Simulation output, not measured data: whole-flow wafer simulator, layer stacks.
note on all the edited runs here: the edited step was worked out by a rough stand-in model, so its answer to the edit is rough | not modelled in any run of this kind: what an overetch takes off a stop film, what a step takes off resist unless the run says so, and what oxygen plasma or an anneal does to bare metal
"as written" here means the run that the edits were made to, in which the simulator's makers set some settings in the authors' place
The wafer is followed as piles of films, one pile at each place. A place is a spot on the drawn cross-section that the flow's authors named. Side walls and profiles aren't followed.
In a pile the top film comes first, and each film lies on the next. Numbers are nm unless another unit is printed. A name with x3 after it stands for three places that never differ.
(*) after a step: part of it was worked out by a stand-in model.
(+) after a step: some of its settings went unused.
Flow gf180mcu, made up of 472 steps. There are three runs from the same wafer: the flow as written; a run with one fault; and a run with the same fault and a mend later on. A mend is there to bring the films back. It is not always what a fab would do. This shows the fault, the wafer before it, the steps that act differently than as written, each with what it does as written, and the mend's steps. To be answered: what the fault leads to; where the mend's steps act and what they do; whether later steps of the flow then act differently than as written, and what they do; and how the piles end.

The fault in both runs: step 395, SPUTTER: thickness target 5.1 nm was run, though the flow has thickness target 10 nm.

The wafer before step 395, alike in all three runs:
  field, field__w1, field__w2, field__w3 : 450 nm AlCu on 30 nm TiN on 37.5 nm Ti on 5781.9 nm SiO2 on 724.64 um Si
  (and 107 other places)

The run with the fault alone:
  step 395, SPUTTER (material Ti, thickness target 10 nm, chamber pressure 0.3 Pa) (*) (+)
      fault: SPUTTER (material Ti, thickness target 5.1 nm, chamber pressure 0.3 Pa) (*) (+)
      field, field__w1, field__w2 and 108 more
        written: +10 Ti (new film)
        fault: +5.1 Ti (new film)
  Steps further on in the flow that do not act as written (2 more steps, not shown, differ only slightly: by at most 2% or 0.5 nm, whichever is larger):
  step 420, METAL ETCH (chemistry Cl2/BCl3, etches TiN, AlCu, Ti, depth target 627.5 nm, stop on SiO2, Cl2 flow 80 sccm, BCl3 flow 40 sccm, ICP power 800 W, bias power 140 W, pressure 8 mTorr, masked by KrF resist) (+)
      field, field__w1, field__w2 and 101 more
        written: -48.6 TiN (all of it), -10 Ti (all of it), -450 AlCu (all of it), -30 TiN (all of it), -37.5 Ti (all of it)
        fault: -48.6 TiN (all of it), -5.1 Ti (all of it), -450 AlCu (all of it), -30 TiN (all of it), -37.5 Ti (all of it)
  By the end, the piles at field__w4, field__w8, contact, m1, m1__w1, mim, mim_1p0, m1_nw depart from the flow's by more than 2% or 0.5 nm, whichever is larger.
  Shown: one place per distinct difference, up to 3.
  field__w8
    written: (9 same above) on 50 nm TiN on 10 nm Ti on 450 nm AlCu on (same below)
    fault: (9 same above) on 50 nm TiN on 5.1 nm Ti on 450 nm AlCu on (same below)
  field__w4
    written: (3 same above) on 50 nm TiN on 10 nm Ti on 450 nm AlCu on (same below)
    fault: (3 same above) on 50 nm TiN on 5.1 nm Ti on 450 nm AlCu on (same below)
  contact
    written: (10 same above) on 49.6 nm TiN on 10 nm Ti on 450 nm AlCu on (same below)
    fault: (10 same above) on 49.6 nm TiN on 5.1 nm Ti on 450 nm AlCu on (same below)

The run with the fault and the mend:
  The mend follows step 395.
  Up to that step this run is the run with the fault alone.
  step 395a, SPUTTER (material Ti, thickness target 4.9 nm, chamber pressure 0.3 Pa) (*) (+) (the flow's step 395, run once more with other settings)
      field, field__w1, field__w2 and 108 more
        +4.9 Ti
  None of the later steps of the flow acts differently than as written at any place that is followed.
  By the end, the piles equal the flow's at every place that both follow.
